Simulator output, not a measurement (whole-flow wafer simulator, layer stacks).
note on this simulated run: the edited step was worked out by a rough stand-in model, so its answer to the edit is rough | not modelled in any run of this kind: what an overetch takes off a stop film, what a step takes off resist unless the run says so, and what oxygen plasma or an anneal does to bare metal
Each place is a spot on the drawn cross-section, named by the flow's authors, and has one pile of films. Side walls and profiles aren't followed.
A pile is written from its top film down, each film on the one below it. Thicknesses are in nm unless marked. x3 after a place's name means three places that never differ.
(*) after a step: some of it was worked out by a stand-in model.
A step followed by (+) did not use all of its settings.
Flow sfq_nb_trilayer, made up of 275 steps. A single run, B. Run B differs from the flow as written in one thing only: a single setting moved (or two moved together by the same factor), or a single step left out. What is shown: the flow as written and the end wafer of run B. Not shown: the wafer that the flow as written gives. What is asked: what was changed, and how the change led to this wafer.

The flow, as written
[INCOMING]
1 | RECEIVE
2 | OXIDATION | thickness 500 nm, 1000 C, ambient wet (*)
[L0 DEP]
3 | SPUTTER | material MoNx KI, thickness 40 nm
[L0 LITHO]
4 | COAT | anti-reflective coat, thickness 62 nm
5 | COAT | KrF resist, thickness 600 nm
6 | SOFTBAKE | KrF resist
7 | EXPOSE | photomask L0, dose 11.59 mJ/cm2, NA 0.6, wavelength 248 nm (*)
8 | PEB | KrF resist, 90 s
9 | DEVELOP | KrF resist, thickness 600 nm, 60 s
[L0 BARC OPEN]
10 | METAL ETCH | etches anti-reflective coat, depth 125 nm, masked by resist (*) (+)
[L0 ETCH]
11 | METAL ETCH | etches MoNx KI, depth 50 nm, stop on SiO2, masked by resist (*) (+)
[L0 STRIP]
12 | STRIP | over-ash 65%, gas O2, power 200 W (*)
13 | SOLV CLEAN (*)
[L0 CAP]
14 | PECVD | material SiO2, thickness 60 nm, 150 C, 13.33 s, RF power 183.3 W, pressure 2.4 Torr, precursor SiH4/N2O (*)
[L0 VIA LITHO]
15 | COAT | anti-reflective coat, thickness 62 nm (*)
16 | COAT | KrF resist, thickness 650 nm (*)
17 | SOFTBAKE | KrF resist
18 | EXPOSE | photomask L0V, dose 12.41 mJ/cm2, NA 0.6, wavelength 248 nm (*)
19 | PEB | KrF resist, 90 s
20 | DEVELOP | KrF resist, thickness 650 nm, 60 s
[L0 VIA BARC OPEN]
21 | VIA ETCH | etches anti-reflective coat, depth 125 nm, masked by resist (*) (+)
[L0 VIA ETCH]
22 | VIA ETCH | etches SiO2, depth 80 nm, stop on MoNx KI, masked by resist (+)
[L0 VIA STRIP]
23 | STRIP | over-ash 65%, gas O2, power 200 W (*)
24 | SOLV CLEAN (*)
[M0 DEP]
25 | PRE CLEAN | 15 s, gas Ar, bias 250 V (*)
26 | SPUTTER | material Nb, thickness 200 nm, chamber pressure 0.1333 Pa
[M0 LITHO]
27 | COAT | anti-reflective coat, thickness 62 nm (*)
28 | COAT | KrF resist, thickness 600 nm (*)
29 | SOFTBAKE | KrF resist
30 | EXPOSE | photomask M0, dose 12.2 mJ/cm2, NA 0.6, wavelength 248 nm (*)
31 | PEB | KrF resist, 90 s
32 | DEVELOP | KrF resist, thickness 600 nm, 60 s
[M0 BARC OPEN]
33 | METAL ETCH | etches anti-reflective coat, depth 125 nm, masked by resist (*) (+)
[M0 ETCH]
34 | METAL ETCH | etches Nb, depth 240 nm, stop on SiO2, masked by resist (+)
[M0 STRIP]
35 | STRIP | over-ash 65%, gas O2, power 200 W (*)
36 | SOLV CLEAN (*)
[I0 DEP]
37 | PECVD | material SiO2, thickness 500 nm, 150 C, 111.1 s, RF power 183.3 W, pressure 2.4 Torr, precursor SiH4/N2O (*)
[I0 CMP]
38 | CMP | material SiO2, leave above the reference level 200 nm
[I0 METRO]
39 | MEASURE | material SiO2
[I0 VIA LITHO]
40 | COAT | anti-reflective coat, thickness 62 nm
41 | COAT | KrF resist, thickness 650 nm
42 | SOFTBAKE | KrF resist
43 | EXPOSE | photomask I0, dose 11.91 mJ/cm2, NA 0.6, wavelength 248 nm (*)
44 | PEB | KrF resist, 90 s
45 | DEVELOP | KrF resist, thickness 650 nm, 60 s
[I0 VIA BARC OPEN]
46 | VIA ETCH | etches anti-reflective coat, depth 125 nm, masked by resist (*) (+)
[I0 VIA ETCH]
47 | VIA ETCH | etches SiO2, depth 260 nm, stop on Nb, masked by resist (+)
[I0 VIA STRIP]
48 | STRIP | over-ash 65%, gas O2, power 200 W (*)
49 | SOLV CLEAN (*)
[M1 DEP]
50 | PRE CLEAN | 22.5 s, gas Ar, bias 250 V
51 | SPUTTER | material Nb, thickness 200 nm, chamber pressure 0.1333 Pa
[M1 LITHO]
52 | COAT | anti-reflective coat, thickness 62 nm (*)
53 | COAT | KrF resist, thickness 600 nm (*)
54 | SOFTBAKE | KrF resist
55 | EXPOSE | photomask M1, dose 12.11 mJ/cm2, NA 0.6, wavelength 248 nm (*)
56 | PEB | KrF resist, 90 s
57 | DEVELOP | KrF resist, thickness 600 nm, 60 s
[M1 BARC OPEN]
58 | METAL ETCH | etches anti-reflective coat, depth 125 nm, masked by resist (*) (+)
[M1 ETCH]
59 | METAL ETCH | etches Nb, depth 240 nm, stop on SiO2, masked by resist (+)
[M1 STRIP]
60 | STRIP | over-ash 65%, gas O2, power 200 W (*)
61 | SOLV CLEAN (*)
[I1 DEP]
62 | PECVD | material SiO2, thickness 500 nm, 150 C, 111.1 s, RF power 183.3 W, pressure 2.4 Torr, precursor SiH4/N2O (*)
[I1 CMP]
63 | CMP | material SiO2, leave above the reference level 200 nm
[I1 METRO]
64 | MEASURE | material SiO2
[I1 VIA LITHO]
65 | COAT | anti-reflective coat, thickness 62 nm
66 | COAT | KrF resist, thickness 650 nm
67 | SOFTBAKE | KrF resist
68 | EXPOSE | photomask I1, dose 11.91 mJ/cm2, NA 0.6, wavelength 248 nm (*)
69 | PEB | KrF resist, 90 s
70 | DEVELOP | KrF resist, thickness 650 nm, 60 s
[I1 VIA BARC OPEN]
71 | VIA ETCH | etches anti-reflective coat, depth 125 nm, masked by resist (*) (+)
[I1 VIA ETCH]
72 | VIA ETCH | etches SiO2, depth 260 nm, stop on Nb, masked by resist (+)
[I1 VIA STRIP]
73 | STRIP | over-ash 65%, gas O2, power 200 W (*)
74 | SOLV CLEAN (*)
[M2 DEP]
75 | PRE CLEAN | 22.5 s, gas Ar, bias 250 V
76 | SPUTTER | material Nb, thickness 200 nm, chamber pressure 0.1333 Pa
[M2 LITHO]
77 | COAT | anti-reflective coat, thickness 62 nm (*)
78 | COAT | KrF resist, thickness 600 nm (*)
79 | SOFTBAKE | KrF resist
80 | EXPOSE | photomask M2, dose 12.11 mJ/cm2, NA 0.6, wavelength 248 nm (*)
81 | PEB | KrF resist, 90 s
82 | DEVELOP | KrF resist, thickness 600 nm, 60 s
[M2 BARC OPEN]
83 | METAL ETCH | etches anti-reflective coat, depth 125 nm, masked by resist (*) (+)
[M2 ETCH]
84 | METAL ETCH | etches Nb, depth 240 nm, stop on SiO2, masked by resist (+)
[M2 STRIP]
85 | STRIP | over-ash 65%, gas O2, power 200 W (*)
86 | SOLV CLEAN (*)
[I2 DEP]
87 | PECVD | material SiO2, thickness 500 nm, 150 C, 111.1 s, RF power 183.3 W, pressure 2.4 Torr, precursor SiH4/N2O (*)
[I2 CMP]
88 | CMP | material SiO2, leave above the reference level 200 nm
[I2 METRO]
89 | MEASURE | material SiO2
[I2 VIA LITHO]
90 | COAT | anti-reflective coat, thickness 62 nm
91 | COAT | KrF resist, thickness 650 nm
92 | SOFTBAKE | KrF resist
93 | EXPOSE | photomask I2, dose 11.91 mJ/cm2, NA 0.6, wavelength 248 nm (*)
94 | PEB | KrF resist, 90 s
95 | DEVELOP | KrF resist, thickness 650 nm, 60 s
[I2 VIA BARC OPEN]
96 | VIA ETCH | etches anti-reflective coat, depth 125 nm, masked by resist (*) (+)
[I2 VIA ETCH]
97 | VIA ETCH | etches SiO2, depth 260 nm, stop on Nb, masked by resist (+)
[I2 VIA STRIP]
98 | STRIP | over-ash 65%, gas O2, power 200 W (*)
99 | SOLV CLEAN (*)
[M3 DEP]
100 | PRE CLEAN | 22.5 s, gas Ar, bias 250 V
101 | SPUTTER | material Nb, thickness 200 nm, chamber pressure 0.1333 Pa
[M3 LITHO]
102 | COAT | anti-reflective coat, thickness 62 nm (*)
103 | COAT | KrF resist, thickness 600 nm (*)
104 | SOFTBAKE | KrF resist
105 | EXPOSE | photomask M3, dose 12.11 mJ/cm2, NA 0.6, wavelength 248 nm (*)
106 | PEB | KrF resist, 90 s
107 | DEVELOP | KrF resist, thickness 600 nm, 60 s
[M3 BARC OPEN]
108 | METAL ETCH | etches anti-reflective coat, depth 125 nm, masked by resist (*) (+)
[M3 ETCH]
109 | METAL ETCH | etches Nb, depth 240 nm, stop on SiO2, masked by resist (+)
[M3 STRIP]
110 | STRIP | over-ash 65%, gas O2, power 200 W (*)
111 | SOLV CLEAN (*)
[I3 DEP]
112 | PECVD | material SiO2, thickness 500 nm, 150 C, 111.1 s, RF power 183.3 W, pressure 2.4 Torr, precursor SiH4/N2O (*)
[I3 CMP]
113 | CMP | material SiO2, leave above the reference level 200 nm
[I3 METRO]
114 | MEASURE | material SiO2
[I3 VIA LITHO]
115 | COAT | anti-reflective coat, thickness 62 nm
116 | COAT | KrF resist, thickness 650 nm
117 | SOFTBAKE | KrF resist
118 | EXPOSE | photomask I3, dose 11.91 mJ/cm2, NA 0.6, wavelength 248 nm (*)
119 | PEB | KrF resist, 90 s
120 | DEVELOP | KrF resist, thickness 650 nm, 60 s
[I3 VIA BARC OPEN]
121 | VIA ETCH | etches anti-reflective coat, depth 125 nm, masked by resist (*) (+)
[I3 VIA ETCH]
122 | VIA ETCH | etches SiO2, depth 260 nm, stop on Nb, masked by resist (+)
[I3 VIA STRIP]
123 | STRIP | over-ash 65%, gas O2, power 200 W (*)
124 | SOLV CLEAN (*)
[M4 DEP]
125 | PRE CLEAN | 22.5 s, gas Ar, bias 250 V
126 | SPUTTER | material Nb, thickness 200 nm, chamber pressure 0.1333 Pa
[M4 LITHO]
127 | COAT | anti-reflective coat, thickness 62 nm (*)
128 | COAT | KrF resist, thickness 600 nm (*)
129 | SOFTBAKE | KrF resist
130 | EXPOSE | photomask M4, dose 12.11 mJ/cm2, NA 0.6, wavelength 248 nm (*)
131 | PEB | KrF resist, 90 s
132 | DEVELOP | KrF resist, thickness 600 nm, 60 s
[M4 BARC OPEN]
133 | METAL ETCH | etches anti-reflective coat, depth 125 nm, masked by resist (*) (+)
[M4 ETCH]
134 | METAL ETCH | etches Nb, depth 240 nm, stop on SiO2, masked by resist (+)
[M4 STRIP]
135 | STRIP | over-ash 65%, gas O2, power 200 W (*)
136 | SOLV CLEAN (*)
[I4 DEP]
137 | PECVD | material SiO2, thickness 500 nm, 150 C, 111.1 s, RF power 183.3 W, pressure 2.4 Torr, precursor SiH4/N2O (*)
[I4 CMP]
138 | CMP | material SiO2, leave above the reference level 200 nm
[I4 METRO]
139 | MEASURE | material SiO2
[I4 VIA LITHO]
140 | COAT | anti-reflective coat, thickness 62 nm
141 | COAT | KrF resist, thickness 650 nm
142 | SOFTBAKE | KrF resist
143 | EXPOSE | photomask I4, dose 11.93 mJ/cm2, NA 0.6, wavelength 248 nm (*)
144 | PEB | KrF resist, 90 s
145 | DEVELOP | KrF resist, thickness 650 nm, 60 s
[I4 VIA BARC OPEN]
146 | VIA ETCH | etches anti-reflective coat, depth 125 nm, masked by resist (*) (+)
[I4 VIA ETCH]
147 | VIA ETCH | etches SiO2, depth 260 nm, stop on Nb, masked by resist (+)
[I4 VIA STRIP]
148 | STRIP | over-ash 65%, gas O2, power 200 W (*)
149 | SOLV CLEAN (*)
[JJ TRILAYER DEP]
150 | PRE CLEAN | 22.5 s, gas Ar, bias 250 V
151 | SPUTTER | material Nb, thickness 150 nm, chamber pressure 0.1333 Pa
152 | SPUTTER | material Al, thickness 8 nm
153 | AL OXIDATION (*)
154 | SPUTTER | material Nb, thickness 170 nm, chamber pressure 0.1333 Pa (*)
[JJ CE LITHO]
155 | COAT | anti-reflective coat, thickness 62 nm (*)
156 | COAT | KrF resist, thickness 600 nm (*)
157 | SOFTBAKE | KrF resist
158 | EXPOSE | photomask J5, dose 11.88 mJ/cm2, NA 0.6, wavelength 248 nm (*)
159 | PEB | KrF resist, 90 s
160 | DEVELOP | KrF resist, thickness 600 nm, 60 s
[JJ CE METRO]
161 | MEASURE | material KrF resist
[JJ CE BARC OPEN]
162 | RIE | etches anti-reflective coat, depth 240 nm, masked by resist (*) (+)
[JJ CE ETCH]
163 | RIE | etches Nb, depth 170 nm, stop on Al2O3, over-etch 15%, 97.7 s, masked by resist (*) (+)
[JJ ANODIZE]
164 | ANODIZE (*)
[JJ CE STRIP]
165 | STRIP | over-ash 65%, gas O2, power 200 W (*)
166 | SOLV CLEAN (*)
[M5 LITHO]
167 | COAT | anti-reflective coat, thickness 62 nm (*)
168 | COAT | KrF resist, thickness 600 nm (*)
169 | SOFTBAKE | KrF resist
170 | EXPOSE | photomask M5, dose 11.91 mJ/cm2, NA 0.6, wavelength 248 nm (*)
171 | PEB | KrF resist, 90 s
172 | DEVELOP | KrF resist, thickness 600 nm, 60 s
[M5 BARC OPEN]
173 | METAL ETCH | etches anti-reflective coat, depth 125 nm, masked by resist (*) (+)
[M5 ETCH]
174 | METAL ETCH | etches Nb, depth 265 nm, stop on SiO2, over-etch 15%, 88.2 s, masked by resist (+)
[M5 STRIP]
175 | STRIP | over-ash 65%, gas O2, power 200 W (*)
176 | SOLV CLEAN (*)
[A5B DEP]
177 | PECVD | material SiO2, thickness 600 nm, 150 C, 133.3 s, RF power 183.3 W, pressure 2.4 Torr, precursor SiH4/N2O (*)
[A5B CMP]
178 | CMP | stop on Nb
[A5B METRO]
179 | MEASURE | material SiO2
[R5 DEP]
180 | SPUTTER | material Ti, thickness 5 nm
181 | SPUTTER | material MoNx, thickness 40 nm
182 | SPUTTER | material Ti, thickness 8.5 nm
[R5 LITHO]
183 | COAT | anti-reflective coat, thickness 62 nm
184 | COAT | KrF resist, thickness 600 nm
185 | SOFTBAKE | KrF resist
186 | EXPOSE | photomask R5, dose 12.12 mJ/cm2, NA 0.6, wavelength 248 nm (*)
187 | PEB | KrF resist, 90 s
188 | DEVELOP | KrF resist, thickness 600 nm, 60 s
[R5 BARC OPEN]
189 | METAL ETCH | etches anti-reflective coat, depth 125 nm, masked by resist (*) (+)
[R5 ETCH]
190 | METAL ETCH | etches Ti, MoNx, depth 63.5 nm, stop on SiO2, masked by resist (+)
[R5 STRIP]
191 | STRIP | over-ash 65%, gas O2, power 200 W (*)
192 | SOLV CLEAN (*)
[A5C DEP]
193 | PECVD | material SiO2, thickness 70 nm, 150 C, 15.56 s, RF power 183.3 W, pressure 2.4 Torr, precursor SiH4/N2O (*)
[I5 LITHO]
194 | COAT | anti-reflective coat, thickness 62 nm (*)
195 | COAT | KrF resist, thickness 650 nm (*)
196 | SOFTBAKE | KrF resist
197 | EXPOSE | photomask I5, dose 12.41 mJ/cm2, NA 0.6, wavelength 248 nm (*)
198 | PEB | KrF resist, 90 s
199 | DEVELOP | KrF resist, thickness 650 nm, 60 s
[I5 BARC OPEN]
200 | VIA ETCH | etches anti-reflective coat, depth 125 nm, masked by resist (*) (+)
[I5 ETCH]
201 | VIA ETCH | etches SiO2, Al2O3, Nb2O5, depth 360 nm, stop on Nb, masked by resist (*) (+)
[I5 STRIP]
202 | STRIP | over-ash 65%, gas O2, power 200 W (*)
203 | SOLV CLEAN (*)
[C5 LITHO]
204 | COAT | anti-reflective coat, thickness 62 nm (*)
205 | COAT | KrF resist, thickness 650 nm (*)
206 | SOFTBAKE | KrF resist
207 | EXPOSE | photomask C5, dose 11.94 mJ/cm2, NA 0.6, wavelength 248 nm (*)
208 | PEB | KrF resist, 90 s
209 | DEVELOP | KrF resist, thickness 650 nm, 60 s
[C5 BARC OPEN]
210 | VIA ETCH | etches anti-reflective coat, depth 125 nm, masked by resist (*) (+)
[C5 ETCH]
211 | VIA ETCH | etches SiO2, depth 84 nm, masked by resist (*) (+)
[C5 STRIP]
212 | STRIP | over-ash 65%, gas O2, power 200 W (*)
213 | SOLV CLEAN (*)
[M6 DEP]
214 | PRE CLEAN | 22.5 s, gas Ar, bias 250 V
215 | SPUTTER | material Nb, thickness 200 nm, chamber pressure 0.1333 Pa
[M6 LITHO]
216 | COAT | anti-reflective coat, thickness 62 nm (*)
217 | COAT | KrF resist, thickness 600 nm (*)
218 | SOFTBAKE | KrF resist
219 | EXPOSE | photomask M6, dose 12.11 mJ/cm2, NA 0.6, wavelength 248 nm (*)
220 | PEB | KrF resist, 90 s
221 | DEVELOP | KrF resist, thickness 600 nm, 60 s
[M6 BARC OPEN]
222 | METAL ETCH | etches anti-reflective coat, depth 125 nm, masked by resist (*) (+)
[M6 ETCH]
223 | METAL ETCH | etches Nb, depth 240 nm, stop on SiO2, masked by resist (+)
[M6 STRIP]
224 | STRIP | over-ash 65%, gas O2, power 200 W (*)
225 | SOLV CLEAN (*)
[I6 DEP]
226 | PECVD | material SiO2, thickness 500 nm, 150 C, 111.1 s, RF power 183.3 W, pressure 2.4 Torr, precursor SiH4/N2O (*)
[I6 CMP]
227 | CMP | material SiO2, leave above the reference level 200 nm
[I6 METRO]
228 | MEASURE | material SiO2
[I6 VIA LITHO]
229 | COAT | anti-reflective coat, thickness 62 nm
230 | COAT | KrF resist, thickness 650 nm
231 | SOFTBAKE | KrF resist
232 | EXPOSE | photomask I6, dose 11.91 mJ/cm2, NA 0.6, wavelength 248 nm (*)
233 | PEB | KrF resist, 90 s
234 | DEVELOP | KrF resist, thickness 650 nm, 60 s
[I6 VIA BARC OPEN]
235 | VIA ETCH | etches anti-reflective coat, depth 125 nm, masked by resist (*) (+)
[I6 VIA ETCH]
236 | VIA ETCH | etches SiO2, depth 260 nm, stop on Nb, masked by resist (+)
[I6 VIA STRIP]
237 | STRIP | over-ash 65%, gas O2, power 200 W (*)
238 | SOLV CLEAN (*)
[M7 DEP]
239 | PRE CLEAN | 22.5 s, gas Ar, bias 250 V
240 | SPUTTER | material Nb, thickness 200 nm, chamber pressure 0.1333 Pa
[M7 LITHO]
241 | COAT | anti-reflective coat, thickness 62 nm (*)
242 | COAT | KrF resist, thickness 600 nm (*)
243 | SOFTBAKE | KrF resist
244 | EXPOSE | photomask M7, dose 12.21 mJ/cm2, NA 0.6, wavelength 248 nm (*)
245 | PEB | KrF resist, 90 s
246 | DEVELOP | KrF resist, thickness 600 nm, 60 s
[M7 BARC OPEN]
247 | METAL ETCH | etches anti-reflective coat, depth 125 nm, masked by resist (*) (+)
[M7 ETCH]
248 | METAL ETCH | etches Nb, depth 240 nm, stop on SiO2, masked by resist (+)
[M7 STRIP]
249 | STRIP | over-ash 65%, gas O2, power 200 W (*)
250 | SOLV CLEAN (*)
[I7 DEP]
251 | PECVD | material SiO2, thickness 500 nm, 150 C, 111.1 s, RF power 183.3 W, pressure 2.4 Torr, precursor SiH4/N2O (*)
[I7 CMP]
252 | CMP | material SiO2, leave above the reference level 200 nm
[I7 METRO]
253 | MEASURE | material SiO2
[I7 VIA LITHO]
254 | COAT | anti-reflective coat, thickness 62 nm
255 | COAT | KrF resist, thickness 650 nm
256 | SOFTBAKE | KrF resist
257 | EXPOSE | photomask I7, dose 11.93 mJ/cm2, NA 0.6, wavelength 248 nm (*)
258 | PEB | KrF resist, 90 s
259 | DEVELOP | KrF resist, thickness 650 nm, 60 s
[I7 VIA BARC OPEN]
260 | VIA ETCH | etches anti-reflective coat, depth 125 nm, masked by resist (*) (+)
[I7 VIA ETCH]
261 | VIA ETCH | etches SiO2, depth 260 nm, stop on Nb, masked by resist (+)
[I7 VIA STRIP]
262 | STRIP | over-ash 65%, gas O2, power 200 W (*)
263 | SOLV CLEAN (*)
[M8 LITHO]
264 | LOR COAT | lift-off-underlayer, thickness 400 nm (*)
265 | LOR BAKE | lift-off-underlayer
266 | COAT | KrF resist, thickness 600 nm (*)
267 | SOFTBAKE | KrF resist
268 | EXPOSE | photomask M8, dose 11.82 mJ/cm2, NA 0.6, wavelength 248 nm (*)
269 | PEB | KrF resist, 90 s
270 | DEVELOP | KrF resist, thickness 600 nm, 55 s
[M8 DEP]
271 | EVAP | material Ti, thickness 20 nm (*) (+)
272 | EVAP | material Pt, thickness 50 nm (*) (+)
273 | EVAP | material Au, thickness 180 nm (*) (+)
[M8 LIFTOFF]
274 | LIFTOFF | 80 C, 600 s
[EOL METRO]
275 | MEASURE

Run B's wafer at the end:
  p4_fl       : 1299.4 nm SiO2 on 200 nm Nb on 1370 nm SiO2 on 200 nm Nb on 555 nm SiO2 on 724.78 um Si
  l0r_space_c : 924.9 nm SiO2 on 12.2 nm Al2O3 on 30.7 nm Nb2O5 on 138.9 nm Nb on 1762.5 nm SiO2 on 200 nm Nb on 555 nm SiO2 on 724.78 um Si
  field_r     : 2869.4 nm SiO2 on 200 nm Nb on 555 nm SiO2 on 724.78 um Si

The reason: step 154, SPUTTER: thickness 93.5 nm was run, though the flow has thickness 170 nm.

How this came from the change, step by step:
  154 | SPUTTER | material Nb, thickness 170 nm, chamber pressure 0.1333 Pa (*)
      field_l, v_sur, via_sp and 100 more: +93.5 Nb (new film) (as written it would have been: +170 Nb (new film))
      via_wl, via_wr: +77.2 Nb (new film) (as written it would have been: +140.7 Nb (new film))
      (as well as at 1 more place)
  155 | COAT | anti-reflective coat, thickness 62 nm (*)
      via_wl, via_wr: +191 anti-reflective coat (new film) (as written it would have been: +209.4 anti-reflective coat (new film))
      via_w: +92 anti-reflective coat (new film) (as written it would have been: +97.4 anti-reflective coat (new film))
  162 | RIE | etches anti-reflective coat, depth 240 nm, masked by resist (*) (+)
      ce_l, c5j, ce_r, wl_jj: -191 KrF resist (as written it would have been: -209.4 KrF resist)
      via_wl, via_wr: -191 anti-reflective coat (all of it) (as written it would have been: -209.4 anti-reflective coat (all of it))
      (as well as at 1 more place)
  163 | RIE | etches Nb, depth 170 nm, stop on Al2O3, over-etch 15%, 97.7 s, masked by resist (*) (+)
      field_l, v_sur, via_sp and 96 more: -93.5 Nb (all of it), -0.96 Al2O3 (all of it) (as written it would have been: -170 Nb (all of it), -0.51 Al2O3)
      via_wl, via_wr: -77.2 Nb (all of it), -0.96 Al2O3 (all of it) (as written it would have been: -140.7 Nb (all of it), -0.96 Al2O3 (all of it))
      (as well as at 1 more place)
  164 | ANODIZE (*)
      field_l, v_sur, via_sp and 96 more: +12.2 Al2O3 (new film), +30.7 Nb2O5 (new film), -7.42 Al (all of it), -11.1 Nb (as written it would have been: +12.2 Al2O3, +29.9 Nb2O5 (new film), -7.42 Al (all of it), -10.8 Nb)
  165 | STRIP | over-ash 65%, gas O2, power 200 W (*)
      ce_l: -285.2 KrF resist (all of it), -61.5 anti-reflective coat (all of it) (as written it would have been: -266.8 KrF resist (all of it), -61.4 anti-reflective coat (all of it))
      c5j: -285.3 KrF resist (all of it), -61.5 anti-reflective coat (all of it) (as written it would have been: -266.9 KrF resist (all of it), -61.5 anti-reflective coat (all of it))
      (as well as at 2 more places)
  167 | COAT | anti-reflective coat, thickness 62 nm (*)
      wl_j_sl, wl_j_sr: +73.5 anti-reflective coat (new film) (as written it would have been: +83.3 anti-reflective coat (new film))
      gap: +61.1 anti-reflective coat (new film) (as written it would have been: +58.9 anti-reflective coat (new film))
      (as well as at 8 more places)
  168 | COAT | KrF resist, thickness 600 nm (*)
      ce_l: +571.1 KrF resist (new film) (as written it would have been: +528.3 KrF resist (new film))
      c5j: +556.7 KrF resist (new film) (as written it would have been: +507.6 KrF resist (new film))
      (as well as at 2 more places)
  173 | METAL ETCH | etches anti-reflective coat, depth 125 nm, masked by resist (*) (+)
      wl_a_sl: -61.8 anti-reflective coat (all of it) (as written it would have been: -59.7 anti-reflective coat (all of it), -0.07 Al2O3)
  174 | METAL ETCH | etches Nb, depth 265 nm, stop on SiO2, over-etch 15%, 88.2 s, masked by resist (+)
      field_l, r_sur, res and 50 more: -12.2 Al2O3 (all of it), -30.7 Nb2O5 (all of it), -138.9 Nb (all of it), -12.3 SiO2 (as written it would have been: -12.6 Al2O3 (all of it), -29.9 Nb2O5 (all of it), -139.2 Nb (all of it), -12.3 SiO2)
  175 | STRIP | over-ash 65%, gas O2, power 200 W (*)
      wl_j_sl, wl_j_sr: -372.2 KrF resist (all of it), -73.5 anti-reflective coat (all of it) (as written it would have been: -378 KrF resist (all of it), -83.3 anti-reflective coat (all of it))
      gap: -374.8 KrF resist (all of it), -61.1 anti-reflective coat (all of it) (as written it would have been: -383.4 KrF resist (all of it), -58.9 anti-reflective coat (all of it))
      (as well as at 7 more places)
  178 | CMP | stop on Nb
      v_sur, via_sp, via_v and 43 more: -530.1 SiO2 (as written it would have been: -453.5 SiO2)
      field_l, p4_fl, p4_fm and 39 more: -335.8 SiO2 (as written it would have been: -259.3 SiO2)
      (as well as at 14 more places)
  201 | VIA ETCH | etches SiO2, Al2O3, Nb2O5, depth 360 nm, stop on Nb, masked by resist (*) (+)
      be: -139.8 SiO2 (all of it), -12.2 Al2O3 (all of it), -30.7 Nb2O5 (all of it) (as written it would have been: -216.4 SiO2 (all of it), -12.7 Al2O3 (all of it), -29.9 Nb2O5 (all of it))
  204 | COAT | anti-reflective coat, thickness 62 nm (*)
      wire: +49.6 anti-reflective coat (new film) (as written it would have been: +47.4 anti-reflective coat (new film))
      be: +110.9 anti-reflective coat (new film) (as written it would have been: +122.2 anti-reflective coat (new film))
      (as well as at 1 more place)
  205 | COAT | KrF resist, thickness 650 nm (*)
      be: +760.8 KrF resist (new film) (as written it would have been: +815.3 KrF resist (new film))
  212 | STRIP | over-ash 65%, gas O2, power 200 W (*)
      wire: -560.1 KrF resist (all of it), -49.6 anti-reflective coat (all of it) (as written it would have been: -555.8 KrF resist (all of it), -47.4 anti-reflective coat (all of it))
      be: -673.7 KrF resist (all of it), -110.9 anti-reflective coat (all of it) (as written it would have been: -728.2 KrF resist (all of it), -122.2 anti-reflective coat (all of it))
      (as well as at 1 more place)
  ... another 4 steps ...
  226 | PECVD | material SiO2, thickness 500 nm, 150 C, 111.1 s, RF power 183.3 W, pressure 2.4 Torr, precursor SiH4/N2O (*)
      be: +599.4 SiO2 (new film) (as written it would have been: +693.5 SiO2 (new film))
